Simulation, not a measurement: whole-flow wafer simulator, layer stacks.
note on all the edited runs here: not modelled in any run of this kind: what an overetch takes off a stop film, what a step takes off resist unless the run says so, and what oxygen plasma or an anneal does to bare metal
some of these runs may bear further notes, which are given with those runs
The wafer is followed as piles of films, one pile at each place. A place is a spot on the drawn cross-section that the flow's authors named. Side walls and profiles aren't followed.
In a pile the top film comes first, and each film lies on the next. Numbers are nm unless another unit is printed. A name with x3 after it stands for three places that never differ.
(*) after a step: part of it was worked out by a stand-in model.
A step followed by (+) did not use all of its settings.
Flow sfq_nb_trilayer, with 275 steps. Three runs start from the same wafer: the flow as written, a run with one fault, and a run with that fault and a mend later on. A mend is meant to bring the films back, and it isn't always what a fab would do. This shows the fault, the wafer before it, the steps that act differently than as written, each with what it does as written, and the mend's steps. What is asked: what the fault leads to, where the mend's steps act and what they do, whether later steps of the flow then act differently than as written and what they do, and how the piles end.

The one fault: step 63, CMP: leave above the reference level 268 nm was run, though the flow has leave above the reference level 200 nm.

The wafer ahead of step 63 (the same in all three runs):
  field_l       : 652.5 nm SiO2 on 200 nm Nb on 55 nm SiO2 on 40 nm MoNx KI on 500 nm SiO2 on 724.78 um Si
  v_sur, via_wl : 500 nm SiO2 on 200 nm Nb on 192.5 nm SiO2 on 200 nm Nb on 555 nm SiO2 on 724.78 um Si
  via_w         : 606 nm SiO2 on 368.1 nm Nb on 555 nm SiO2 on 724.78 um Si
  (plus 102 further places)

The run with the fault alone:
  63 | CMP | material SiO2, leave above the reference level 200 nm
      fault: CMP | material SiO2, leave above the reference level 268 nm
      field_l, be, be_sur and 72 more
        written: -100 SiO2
        fault: -32 SiO2
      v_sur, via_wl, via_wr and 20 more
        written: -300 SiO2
        fault: -232 SiO2
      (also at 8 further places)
  Steps later in the flow that act otherwise than as written (not shown: 4 more steps that differ only slightly, by at most 2% or 0.5 nm, whichever is larger):
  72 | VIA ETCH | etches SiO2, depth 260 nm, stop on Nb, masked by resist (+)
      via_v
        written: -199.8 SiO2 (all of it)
        fault: -260 SiO2
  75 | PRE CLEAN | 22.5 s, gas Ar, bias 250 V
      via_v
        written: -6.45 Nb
        fault: -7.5 SiO2
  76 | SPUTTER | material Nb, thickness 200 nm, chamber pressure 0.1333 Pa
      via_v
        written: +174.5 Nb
        fault: +163.1 Nb (new film)
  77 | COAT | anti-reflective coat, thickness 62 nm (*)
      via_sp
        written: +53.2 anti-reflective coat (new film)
        fault: +51.9 anti-reflective coat (new film)
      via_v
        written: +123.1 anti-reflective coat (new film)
        fault: +136.1 anti-reflective coat (new film)
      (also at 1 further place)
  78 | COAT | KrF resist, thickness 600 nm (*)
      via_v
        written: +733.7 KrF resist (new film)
        fault: +783.4 KrF resist (new film)
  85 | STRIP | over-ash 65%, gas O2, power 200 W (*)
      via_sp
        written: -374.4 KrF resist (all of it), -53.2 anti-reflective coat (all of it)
        fault: -370.4 KrF resist (all of it), -51.9 anti-reflective coat (all of it)
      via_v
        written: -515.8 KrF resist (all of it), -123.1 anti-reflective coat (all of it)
        fault: -565.3 KrF resist (all of it), -136.1 anti-reflective coat (all of it)
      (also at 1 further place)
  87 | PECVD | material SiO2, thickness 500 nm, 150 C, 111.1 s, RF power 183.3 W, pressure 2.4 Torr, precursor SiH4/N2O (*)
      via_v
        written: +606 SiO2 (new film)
        fault: +678.7 SiO2 (new film)
  By the end, the piles at field_l, v_sur, via_wl and 103 more depart from the flow's by more than 2% or 0.5 nm, whichever is larger.
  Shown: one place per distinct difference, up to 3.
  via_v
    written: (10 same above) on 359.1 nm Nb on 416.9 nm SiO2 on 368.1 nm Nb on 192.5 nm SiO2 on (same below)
    fault: (10 same above) on 359.1 nm Nb on 489.6 nm SiO2 on 163.1 nm Nb on 0.34 nm SiO2 on 200 nm Nb on 192.5 nm SiO2 on (same below)
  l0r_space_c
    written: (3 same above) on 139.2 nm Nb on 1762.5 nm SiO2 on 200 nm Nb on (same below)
    fault: (3 same above) on 139.2 nm Nb on 1830.5 nm SiO2 on 200 nm Nb on (same below)
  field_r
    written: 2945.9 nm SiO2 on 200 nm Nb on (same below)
    fault: 3013.9 nm SiO2 on 200 nm Nb on (same below)

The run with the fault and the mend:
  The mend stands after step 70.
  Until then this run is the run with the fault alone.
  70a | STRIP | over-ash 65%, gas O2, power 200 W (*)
      field_l, v_sur, via_wl and 102 more
        -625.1 KrF resist (all of it), -62 anti-reflective coat (all of it)
      via_v
        -62 anti-reflective coat (all of it)
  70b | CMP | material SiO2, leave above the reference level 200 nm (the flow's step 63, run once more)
      field_l, v_sur, via_wl and 103 more
        -68 SiO2
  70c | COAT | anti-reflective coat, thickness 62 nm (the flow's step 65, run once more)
      field_l, v_sur, via_wl and 103 more
        +62 anti-reflective coat (new film)
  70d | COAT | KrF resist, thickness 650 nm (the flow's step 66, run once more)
      field_l, v_sur, via_wl and 103 more
        +650 KrF resist (new film)
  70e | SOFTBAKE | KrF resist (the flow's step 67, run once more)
      alters no film at any place that is followed
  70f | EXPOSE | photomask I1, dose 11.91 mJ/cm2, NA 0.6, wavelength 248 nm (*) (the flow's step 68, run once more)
      alters no film at any place that is followed
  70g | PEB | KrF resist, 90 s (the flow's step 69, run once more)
      field_l, v_sur, via_wl and 103 more
        -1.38 KrF resist
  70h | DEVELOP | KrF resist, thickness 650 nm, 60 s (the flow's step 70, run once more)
      field_l, v_sur, via_wl and 102 more
        -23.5 KrF resist
      via_v
        -648.6 KrF resist (all of it)
  Every later step of the flow that is run acts as written at every place that is followed.
  By the end, the piles equal the flow's at every place that both follow.
